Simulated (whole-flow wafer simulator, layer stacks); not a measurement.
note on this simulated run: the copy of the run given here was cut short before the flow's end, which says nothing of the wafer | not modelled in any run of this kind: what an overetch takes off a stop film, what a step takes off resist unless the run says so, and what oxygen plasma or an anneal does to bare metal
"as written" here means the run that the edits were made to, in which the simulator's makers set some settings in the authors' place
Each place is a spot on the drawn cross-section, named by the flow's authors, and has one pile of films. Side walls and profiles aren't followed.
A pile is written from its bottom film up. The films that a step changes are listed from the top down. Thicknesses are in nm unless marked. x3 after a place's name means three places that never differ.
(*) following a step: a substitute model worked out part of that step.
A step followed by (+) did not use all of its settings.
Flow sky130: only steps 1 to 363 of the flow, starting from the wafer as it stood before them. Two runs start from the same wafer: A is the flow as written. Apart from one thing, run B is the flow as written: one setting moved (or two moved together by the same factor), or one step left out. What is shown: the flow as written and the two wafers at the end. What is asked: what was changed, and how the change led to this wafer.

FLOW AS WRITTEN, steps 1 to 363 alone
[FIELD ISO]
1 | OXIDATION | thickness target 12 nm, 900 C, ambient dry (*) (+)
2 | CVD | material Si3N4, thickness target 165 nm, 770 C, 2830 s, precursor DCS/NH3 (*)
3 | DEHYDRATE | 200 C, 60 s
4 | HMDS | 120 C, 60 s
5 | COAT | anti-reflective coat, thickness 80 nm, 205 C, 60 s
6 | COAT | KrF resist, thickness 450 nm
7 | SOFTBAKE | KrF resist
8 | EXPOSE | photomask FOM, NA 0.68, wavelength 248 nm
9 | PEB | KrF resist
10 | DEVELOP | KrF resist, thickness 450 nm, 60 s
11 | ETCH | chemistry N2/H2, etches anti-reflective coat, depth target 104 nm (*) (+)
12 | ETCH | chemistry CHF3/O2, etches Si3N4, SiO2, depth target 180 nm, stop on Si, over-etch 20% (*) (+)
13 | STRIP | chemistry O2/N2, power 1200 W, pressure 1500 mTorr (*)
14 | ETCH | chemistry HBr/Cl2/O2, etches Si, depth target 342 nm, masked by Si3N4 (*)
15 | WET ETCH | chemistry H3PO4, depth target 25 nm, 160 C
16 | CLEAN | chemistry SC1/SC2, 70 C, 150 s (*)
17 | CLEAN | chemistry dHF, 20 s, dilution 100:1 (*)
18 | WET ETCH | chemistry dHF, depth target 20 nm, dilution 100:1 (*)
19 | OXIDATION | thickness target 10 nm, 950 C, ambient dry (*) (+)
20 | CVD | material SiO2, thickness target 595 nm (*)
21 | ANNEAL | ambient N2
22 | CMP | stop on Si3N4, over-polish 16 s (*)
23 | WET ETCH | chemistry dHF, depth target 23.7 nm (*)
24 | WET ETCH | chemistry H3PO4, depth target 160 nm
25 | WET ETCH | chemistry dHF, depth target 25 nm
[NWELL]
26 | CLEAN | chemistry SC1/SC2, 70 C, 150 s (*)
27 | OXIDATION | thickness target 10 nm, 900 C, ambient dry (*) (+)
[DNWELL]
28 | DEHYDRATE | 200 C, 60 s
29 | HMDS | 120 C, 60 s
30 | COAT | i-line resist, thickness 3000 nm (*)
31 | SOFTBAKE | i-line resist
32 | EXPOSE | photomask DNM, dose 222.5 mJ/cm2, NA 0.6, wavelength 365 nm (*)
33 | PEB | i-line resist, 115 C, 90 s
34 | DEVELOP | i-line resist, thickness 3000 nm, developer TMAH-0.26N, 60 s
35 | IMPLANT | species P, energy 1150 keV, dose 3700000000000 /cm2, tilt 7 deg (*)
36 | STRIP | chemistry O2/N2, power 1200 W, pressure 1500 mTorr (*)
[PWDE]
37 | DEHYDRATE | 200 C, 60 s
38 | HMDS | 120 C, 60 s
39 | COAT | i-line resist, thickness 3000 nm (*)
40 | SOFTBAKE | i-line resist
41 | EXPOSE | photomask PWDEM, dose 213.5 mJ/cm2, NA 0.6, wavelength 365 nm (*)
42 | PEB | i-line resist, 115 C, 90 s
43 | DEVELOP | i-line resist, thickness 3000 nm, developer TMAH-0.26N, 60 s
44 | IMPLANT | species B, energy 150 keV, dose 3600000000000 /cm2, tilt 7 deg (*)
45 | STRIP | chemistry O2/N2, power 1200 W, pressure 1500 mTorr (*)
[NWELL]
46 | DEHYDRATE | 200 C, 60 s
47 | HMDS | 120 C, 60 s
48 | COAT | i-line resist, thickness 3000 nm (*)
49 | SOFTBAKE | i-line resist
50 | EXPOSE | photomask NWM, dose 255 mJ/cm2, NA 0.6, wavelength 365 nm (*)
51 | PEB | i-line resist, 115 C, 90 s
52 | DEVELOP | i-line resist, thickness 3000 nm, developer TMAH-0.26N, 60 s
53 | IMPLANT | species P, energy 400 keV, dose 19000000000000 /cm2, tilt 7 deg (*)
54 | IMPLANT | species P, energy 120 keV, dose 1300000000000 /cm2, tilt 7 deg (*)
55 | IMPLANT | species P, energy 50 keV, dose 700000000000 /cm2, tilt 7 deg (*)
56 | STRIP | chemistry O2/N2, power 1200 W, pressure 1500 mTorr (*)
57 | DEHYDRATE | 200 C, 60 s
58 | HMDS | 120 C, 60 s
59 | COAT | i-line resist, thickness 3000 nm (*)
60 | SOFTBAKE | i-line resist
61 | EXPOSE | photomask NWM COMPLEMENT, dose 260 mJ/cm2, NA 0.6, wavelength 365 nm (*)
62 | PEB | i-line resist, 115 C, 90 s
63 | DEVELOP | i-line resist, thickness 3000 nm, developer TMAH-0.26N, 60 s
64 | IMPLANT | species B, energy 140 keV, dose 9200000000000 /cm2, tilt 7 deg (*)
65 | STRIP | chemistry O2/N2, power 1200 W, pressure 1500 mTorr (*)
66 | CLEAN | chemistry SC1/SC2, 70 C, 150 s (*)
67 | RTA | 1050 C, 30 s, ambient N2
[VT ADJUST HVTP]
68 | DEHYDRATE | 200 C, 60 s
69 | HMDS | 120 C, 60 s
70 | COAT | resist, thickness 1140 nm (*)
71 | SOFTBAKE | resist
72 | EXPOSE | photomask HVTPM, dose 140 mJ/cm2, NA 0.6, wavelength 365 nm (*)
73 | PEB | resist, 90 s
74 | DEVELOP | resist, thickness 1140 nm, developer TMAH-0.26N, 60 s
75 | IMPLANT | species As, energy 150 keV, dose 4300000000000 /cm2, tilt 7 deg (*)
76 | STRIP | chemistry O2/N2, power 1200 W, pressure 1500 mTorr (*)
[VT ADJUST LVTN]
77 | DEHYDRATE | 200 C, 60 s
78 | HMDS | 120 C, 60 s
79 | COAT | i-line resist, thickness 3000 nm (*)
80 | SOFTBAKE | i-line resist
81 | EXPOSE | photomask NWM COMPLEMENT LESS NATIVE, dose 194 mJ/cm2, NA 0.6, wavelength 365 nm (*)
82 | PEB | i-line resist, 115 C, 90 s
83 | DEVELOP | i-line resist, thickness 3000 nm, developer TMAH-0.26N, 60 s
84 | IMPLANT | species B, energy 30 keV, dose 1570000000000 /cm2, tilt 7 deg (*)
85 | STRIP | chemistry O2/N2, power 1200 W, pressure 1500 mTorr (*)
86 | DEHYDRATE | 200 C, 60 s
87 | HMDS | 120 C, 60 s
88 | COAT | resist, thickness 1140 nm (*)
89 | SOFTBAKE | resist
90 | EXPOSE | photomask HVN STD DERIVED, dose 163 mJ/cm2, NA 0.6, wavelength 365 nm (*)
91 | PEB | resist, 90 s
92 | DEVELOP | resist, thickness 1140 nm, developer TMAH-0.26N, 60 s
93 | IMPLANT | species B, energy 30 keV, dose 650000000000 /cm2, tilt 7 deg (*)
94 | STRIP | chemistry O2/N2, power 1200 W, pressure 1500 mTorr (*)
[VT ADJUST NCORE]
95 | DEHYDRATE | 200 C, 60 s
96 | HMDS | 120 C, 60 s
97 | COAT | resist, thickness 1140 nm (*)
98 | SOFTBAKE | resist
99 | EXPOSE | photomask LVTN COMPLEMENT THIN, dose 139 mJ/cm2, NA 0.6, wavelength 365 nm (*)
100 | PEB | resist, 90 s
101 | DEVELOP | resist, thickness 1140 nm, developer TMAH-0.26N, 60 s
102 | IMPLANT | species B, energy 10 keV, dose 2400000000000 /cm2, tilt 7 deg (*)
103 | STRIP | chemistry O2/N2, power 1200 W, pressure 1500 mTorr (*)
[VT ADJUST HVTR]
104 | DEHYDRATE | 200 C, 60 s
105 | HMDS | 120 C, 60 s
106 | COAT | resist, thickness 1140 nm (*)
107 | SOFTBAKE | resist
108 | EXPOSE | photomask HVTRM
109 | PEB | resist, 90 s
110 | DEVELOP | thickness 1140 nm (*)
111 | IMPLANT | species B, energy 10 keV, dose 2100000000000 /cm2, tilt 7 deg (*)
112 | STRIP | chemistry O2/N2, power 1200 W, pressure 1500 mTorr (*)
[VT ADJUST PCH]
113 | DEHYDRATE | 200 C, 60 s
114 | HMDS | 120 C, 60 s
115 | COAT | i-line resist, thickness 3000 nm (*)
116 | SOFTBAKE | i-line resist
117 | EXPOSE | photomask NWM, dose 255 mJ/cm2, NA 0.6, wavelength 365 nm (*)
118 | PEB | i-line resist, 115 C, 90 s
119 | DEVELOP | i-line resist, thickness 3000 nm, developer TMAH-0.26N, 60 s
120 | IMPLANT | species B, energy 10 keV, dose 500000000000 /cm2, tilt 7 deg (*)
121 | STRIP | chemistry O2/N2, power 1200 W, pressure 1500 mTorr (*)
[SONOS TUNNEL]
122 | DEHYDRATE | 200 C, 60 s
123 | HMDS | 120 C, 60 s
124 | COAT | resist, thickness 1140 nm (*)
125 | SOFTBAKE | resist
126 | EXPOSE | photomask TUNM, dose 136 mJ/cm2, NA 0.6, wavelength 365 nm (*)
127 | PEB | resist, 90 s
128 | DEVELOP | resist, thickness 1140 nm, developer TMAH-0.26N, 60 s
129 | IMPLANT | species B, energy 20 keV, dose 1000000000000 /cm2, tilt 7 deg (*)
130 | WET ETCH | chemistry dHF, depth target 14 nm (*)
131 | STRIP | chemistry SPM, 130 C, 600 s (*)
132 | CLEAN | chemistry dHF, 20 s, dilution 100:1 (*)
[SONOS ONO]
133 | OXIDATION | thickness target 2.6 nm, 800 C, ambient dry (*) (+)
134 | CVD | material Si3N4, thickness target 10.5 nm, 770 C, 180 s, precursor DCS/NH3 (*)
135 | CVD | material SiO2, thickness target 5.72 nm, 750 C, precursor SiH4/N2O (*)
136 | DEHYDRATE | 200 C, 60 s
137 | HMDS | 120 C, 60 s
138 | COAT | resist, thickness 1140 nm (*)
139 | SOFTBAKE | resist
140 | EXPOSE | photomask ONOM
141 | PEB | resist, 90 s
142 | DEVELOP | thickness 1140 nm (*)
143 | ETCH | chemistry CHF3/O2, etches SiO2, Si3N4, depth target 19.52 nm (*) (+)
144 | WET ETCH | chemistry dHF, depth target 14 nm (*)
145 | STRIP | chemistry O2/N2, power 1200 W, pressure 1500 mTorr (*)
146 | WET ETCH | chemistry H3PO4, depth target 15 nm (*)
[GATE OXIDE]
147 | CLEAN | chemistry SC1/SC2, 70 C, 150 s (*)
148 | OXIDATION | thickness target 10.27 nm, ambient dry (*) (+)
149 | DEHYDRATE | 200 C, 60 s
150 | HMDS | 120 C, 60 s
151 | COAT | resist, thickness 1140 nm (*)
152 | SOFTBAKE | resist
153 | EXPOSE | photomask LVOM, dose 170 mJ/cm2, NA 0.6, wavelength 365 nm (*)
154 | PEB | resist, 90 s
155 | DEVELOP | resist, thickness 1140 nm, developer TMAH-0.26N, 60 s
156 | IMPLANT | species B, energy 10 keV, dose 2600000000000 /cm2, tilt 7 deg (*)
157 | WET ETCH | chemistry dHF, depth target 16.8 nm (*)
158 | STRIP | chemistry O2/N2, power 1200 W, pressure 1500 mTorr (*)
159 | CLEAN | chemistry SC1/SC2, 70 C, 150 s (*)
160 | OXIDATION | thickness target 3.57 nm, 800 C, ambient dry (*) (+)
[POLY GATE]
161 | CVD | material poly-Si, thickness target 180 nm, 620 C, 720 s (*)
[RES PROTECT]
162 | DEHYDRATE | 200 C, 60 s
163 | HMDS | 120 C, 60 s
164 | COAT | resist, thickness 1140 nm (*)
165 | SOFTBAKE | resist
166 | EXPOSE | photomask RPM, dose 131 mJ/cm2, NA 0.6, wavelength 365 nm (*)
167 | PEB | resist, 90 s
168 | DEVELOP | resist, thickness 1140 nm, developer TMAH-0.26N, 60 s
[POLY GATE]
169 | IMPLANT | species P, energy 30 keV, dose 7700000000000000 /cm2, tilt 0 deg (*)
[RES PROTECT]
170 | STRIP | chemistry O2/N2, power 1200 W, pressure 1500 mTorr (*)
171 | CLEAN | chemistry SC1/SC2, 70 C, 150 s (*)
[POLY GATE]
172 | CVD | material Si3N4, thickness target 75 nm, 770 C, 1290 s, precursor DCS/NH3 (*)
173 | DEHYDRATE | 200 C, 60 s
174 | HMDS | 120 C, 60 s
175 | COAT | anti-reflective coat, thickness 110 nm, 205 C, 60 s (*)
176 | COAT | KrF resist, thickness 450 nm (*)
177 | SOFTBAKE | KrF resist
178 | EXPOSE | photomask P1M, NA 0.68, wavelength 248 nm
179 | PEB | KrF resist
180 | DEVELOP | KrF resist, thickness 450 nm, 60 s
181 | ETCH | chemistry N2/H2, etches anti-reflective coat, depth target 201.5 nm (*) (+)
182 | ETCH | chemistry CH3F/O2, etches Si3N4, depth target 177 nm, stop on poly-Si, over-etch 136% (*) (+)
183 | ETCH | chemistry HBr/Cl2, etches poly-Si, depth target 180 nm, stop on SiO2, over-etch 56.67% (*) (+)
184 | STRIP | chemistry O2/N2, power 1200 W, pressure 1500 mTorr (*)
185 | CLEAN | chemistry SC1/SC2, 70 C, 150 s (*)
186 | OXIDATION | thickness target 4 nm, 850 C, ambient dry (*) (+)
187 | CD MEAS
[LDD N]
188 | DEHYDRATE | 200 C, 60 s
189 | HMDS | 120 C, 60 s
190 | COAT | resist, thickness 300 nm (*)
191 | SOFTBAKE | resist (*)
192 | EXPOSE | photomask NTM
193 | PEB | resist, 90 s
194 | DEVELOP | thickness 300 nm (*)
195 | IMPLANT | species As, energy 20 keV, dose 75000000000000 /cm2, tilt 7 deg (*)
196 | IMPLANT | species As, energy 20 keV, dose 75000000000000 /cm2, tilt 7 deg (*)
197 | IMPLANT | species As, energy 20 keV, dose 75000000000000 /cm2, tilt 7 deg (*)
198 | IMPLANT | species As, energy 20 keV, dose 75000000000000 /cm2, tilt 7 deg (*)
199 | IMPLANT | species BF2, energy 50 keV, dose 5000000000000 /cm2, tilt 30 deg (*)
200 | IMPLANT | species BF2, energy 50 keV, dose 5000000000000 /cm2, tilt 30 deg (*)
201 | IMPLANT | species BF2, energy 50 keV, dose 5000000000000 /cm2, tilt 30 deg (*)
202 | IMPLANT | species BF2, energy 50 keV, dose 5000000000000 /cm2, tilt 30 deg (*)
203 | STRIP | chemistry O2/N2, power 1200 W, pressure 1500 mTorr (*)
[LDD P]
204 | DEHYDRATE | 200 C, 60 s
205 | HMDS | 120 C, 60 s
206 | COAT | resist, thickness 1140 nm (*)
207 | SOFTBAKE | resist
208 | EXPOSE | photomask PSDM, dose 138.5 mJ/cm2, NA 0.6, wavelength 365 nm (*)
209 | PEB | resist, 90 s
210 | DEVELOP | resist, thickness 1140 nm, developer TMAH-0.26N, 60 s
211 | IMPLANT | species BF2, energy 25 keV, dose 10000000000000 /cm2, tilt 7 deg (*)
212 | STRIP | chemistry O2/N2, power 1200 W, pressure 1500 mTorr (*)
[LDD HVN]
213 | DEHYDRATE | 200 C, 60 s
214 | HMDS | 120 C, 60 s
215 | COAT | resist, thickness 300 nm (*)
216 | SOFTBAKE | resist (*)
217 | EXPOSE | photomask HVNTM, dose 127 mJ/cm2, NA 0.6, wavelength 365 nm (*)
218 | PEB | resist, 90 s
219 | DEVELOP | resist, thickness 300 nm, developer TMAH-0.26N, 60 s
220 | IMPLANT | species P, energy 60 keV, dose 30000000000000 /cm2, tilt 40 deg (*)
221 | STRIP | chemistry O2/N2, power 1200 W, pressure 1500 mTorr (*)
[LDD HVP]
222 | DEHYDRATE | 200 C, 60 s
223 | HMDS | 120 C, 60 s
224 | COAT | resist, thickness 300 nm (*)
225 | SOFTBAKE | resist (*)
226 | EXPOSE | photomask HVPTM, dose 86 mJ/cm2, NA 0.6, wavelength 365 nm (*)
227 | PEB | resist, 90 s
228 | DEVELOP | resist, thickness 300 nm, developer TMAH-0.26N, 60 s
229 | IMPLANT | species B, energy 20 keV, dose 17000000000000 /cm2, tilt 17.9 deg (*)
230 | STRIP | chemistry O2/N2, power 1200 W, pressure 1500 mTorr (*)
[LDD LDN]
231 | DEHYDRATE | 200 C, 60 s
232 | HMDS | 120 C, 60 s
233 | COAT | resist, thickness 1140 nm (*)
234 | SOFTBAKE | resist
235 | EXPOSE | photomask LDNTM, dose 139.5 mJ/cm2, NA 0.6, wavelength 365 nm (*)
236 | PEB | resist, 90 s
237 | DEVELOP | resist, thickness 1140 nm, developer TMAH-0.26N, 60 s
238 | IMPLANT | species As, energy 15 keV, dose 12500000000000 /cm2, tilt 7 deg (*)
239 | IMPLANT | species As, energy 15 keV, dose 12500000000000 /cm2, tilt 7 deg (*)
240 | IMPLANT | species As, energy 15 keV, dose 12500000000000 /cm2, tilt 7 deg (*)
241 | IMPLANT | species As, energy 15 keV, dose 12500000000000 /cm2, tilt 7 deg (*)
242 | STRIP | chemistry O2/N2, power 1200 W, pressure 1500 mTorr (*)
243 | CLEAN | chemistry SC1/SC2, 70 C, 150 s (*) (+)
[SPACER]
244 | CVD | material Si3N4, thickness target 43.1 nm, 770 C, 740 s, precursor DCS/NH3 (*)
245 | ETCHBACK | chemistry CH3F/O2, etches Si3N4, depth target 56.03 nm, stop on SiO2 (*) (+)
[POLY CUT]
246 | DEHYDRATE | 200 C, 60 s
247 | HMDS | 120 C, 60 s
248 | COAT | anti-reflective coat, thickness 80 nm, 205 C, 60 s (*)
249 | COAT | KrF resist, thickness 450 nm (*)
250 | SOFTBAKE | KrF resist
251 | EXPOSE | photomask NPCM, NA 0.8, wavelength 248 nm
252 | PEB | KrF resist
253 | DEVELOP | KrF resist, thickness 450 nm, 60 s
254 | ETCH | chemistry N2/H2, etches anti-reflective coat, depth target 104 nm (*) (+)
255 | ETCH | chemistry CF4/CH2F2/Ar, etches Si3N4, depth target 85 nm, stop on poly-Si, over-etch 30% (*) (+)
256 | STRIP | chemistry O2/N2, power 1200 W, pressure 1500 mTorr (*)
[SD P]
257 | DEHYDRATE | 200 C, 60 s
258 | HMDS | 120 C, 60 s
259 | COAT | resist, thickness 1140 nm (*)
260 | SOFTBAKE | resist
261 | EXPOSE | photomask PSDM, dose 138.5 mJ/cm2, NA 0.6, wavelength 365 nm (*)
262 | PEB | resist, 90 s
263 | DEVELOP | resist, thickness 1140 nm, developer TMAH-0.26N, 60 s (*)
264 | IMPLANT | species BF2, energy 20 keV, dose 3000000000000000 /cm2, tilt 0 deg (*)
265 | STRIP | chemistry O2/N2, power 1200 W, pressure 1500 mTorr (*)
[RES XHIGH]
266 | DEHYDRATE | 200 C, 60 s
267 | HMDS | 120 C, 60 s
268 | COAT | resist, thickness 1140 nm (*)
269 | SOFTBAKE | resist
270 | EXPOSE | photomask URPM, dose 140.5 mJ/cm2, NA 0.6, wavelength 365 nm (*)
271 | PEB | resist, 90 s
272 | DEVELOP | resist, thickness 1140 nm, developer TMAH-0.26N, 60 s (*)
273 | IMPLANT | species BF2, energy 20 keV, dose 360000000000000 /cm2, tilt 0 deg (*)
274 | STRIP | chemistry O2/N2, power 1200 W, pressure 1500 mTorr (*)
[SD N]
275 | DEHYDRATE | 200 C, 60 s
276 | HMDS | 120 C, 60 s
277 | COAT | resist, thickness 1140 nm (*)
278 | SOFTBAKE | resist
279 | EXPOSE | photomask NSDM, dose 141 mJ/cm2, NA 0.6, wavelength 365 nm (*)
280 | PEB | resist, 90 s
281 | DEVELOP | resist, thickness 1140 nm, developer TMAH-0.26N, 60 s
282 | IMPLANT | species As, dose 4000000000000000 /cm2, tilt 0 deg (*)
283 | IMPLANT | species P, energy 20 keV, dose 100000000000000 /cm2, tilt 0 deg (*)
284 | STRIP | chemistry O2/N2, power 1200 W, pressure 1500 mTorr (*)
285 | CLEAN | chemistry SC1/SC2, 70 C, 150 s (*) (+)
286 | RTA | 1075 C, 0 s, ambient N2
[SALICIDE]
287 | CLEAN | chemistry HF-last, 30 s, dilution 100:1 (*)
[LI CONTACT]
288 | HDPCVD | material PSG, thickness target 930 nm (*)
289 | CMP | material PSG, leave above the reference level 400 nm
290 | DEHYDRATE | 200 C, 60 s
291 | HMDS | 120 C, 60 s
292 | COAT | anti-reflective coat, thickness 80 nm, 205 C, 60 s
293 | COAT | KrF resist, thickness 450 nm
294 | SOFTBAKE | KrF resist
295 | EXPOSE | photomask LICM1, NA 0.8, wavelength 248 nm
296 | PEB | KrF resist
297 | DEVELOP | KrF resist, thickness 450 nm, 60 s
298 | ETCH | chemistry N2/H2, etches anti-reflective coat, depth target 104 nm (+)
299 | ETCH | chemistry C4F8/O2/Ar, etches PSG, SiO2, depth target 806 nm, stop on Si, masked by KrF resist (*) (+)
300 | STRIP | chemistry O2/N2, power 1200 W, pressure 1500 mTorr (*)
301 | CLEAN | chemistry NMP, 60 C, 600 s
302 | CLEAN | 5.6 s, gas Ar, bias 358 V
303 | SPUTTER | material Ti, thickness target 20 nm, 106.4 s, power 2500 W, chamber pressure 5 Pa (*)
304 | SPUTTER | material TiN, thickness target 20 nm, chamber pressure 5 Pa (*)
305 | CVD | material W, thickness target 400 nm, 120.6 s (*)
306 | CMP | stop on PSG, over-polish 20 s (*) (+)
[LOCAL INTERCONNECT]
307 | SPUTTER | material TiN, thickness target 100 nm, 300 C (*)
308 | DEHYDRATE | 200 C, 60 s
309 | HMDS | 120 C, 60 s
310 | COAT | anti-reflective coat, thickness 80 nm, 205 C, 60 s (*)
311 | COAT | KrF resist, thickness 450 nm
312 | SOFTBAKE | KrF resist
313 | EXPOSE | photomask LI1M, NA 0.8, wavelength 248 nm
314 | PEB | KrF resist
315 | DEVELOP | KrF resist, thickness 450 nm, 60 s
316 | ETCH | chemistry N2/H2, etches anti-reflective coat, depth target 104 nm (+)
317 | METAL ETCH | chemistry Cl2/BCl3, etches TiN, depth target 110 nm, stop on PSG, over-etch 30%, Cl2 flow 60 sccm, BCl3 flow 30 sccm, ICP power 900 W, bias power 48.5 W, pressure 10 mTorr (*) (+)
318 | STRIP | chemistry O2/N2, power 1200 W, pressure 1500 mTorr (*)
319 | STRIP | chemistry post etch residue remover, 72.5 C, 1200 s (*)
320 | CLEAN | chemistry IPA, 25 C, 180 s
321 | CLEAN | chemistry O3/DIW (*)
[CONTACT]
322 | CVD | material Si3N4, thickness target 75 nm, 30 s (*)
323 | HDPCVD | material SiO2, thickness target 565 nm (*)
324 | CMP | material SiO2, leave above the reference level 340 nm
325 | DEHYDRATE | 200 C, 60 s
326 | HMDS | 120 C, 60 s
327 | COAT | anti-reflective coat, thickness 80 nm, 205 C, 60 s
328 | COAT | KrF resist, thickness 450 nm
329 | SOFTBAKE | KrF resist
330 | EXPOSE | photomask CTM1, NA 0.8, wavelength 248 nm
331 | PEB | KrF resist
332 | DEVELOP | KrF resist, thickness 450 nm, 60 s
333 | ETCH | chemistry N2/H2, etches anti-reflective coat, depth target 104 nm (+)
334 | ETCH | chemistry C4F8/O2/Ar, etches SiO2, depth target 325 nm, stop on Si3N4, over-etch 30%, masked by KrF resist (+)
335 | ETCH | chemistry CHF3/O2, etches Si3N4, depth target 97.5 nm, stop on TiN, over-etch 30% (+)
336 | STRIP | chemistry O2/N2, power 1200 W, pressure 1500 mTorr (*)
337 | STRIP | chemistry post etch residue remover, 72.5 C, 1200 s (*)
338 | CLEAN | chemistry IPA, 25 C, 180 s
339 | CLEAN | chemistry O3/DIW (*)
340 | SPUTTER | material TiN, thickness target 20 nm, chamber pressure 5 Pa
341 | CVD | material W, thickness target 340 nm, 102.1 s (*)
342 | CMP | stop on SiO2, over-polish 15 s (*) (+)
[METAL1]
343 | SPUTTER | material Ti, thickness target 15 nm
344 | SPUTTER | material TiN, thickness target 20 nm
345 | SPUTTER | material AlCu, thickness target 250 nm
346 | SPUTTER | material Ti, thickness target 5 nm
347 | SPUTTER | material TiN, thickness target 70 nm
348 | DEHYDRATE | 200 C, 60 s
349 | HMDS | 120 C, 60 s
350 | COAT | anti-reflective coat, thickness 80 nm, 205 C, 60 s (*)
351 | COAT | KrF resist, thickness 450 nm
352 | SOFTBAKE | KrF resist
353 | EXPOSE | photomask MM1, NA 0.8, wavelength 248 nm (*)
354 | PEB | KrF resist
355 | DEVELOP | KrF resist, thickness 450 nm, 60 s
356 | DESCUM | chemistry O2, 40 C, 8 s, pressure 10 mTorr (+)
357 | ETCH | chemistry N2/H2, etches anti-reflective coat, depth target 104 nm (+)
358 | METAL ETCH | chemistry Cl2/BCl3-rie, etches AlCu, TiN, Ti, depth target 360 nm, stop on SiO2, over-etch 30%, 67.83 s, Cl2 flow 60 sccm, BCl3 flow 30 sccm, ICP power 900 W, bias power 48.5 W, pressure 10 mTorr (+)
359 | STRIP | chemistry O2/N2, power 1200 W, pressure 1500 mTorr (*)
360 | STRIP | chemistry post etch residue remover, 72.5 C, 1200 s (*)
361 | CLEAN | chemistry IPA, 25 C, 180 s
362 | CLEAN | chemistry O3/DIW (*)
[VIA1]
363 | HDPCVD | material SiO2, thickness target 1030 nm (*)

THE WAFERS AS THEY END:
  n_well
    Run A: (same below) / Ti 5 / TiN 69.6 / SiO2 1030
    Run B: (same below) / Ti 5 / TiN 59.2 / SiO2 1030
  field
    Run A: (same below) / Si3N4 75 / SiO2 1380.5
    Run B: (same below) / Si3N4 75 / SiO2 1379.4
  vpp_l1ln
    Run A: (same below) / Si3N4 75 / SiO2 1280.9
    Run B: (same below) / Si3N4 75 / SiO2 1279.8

Cause: step 347, SPUTTER: thickness target 59.6 nm was run, though the flow has thickness target 70 nm.

The path from the change to this, step by step:
  347 | SPUTTER | material TiN, thickness target 70 nm
      field, active, n_well and 188 more: A TiN gains 70 (new film) | B TiN gains 59.6 (new film)
  358 | METAL ETCH | chemistry Cl2/BCl3-rie, etches AlCu, TiN, Ti, depth target 360 nm, stop on SiO2, over-etch 30%, 67.83 s, Cl2 flow 60 sccm, BCl3 flow 30 sccm, ICP power 900 W, bias power 48.5 W, pressure 10 mTorr (+)
      field, active, gate and 81 more: A TiN loses 68.7 (all of it), Ti loses 5 (all of it), AlCu loses 250 (all of it), TiN loses 20 (all of it), Ti loses 15 (all of it), SiO2 loses 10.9 | B TiN loses 58.3 (all of it), Ti loses 5 (all of it), AlCu loses 250 (all of it), TiN loses 20 (all of it), Ti loses 15 (all of it), SiO2 loses 12
